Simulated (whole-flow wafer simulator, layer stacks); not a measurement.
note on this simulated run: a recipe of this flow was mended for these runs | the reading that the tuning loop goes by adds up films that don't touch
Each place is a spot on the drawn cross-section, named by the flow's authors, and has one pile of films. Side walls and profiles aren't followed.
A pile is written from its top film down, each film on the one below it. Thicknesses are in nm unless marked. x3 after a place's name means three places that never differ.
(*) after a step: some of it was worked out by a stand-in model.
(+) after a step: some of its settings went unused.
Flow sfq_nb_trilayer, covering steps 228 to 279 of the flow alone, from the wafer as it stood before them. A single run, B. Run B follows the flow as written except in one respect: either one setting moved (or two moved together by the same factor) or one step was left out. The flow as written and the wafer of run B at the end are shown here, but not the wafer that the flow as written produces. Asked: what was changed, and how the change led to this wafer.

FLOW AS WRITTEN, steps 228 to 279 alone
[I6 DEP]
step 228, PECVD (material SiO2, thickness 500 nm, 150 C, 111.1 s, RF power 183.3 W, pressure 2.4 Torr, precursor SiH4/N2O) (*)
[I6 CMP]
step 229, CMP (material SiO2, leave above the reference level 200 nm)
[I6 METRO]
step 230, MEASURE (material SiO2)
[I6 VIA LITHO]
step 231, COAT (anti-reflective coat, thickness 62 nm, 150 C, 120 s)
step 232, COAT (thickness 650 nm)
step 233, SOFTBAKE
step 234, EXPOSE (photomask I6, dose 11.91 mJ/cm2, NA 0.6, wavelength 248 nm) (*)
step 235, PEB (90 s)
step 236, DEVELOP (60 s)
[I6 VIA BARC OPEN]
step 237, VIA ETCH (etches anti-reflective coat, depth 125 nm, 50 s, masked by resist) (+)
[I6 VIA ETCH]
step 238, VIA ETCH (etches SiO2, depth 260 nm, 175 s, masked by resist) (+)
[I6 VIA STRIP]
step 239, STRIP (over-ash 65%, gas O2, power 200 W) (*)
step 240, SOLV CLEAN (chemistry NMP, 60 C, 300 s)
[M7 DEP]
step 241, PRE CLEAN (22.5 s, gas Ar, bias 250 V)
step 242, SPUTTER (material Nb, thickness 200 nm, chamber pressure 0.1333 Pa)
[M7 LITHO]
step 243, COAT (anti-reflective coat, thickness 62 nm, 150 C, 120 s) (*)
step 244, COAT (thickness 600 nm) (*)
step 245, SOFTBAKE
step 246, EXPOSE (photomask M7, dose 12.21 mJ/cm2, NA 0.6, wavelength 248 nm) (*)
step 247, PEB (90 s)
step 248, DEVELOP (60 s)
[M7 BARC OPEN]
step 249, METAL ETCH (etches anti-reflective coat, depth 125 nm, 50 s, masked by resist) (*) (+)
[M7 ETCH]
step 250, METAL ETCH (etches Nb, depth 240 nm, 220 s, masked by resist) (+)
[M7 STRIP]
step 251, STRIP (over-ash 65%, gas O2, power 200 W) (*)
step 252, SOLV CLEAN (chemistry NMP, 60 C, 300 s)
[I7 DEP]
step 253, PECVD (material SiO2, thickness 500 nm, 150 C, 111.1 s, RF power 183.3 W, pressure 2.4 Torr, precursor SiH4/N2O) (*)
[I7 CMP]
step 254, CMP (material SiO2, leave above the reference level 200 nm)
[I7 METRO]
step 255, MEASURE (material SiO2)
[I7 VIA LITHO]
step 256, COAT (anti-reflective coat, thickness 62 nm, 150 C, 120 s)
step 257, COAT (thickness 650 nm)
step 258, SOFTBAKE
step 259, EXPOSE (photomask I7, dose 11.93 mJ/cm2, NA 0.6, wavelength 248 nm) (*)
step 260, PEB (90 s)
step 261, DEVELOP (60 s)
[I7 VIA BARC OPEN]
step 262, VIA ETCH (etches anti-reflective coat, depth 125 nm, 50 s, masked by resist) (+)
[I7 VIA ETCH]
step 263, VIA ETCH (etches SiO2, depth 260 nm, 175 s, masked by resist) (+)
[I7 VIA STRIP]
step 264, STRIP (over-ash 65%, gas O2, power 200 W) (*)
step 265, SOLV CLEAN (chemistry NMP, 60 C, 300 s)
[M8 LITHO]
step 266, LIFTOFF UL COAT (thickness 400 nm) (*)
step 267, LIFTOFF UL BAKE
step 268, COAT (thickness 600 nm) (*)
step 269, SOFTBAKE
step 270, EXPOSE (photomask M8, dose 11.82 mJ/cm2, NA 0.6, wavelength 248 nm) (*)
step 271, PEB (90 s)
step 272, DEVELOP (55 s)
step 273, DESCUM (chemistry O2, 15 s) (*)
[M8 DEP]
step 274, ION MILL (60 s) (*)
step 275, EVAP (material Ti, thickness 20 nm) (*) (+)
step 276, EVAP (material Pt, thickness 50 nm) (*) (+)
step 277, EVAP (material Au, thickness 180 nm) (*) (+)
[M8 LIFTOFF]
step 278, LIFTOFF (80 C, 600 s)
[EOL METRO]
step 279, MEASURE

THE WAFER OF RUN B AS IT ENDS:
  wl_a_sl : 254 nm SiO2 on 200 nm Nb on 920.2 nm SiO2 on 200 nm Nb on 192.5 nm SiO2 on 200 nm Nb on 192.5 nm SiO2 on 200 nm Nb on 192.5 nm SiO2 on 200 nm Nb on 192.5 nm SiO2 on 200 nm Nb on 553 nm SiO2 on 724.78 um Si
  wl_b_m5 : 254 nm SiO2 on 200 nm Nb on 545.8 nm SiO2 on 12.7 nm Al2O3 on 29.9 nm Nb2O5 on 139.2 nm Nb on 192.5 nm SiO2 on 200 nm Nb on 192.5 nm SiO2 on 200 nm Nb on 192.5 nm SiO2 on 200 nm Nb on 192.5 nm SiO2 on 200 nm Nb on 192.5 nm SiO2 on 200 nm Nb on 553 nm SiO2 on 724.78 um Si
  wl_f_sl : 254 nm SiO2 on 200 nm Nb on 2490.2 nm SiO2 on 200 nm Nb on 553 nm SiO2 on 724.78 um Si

Cause: step 228, PECVD: thickness 350 nm was run, whereas the flow has thickness 500 nm; step 228, PECVD: 77.78 s was run, where the flow has 111.1 s.

The path from the change to this, step by step:
  step 228, PECVD (material SiO2, thickness 500 nm, 150 C, 111.1 s, RF power 183.3 W, pressure 2.4 Torr, precursor SiH4/N2O) (*)
      field_l, p4_fl, p4_fm and 62 more: SiO2 gains 350 (as written it would have been: SiO2 gains 500)
      v_sur, via_wl, via_w and 21 more: SiO2 gains 350 (new film) (as written it would have been: SiO2 gains 500 (new film))
      (as well as at 17 more places)
  step 229, CMP (material SiO2, leave above the reference level 200 nm)
      field_l, p4_fl, p4_fm and 59 more: nothing (as written it would have been: SiO2 loses 96)
      moat, field_r, lsp_l, ln_m5, lsp_m: nothing (as written it would have been: SiO2 loses 89.5)
      (as well as at 39 more places)
  step 231, COAT (anti-reflective coat, thickness 62 nm, 150 C, 120 s)
      lsp_l, p4_w1, m5r_line_l, m5r_line_r: anti-reflective coat gains 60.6 (new film) (as written it would have been: anti-reflective coat gains 62 (new film))
      m0r_line_l, m0r_line_r, m7r_line_l, m7r_line_r: anti-reflective coat gains 70.9 (new film) (as written it would have been: anti-reflective coat gains 62 (new film))
      (as well as at 74 more places)
  step 232, COAT (thickness 650 nm)
      via_wl, ln_m6: KrF-resist-other-grade gains 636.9 (new film) (as written it would have been: KrF-resist-other-grade gains 650 (new film))
      via_w: KrF-resist-other-grade gains 635.3 (new film) (as written it would have been: KrF-resist-other-grade gains 650 (new film))
      (as well as at 13 more places)
  step 236, DEVELOP (60 s)
      via_v: KrF-resist-other-grade loses 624 (all of it) (as written it would have been: KrF-resist-other-grade loses 648.6 (all of it))
  step 237, VIA ETCH (etches anti-reflective coat, depth 125 nm, 50 s, masked by resist) (+)
      via_v: anti-reflective coat loses 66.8 (all of it), SiO2 loses 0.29 (as written it would have been: anti-reflective coat loses 62 (all of it), SiO2 loses 0.31)
  step 239, STRIP (over-ash 65%, gas O2, power 200 W) (*)
      m0r_line_l, m0r_line_r, m7r_line_l, m7r_line_r: KrF-resist-other-grade loses 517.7 (all of it), anti-reflective coat loses 70.9 (all of it) (as written it would have been: KrF-resist-other-grade loses 510.8 (all of it), anti-reflective coat loses 62 (all of it))
      m0r_space_l, m0r_space_r, m7r_space_l, m7r_space_r: KrF-resist-other-grade loses 512.4 (all of it), anti-reflective coat loses 77.3 (all of it) (as written it would have been: KrF-resist-other-grade loses 510.8 (all of it), anti-reflective coat loses 62 (all of it))
      (as well as at 78 more places)
  step 242, SPUTTER (material Nb, thickness 200 nm, chamber pressure 0.1333 Pa)
      be: Nb gains 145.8 (new film) (as written it would have been: Nb gains 200 (new film))
      gap: Nb gains 189.7 (new film) (as written it would have been: Nb gains 200 (new film))
  step 243, COAT (anti-reflective coat, thickness 62 nm, 150 C, 120 s) (*)
      m0r_line_l, m0r_line_r, m7r_line_l, m7r_line_r: anti-reflective coat gains 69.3 (new film) (as written it would have been: anti-reflective coat gains 62 (new film))
      m0r_space_l, m0r_space_r, m7r_space_l, m7r_space_r: anti-reflective coat gains 75.2 (new film) (as written it would have been: anti-reflective coat gains 62 (new film))
      (as well as at 71 more places)
  step 244, COAT (thickness 600 nm) (*)
      via_w: KrF-resist-other-grade gains 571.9 (new film) (as written it would have been: KrF-resist-other-grade gains 586.9 (new film))
      via_wr: KrF-resist-other-grade gains 567.6 (new film) (as written it would have been: KrF-resist-other-grade gains 583.7 (new film))
      (as well as at 15 more places)
  step 248, DEVELOP (60 s)
      field_r: KrF-resist-other-grade loses 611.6 (all of it) (as written it would have been: KrF-resist-other-grade loses 598.1 (all of it))
      lsp_l: KrF-resist-other-grade loses 613.1 (all of it) (as written it would have been: KrF-resist-other-grade loses 598.1 (all of it))
      (as well as at 1 more place)
  step 249, METAL ETCH (etches anti-reflective coat, depth 125 nm, 50 s, masked by resist) (*) (+)
      m0r_space_l, m0r_space_r, m7r_space_l, m7r_space_r: anti-reflective coat loses 75.2 (all of it) (as written it would have been: anti-reflective coat loses 62 (all of it))
      p3_s1, m5r_line_l, m5r_line_r: anti-reflective coat loses 60.5 (all of it) (as written it would have been: anti-reflective coat loses 62 (all of it))
      (as well as at 38 more places)
  step 251, STRIP (over-ash 65%, gas O2, power 200 W) (*)
      m7r_line_l, m7r_line_r: KrF-resist-other-grade loses 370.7 (all of it), anti-reflective coat loses 69.3 (all of it) (as written it would have been: KrF-resist-other-grade loses 364.6 (all of it), anti-reflective coat loses 62 (all of it))
      v_sur: KrF-resist-other-grade loses 355.5 (all of it), anti-reflective coat loses 43.5 (all of it) (as written it would have been: KrF-resist-other-grade loses 360.6 (all of it), anti-reflective coat loses 64.6 (all of it))
      (as well as at 38 more places)
  step 253, PECVD (material SiO2, thickness 500 nm, 150 C, 111.1 s, RF power 183.3 W, pressure 2.4 Torr, precursor SiH4/N2O) (*)
      be: SiO2 gains 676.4 (new film) (as written it would have been: SiO2 gains 500 (new film))
  step 254, CMP (material SiO2, leave above the reference level 200 nm)
      field_l, p4_fl, p4_fm and 48 more: SiO2 loses 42 (as written it would have been: SiO2 loses 96)
      wl_a_sl, wl_a_sr, wl_b_sl and 9 more: SiO2 loses 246 (as written it would have been: SiO2 loses 300)
      (as well as at 12 more places)
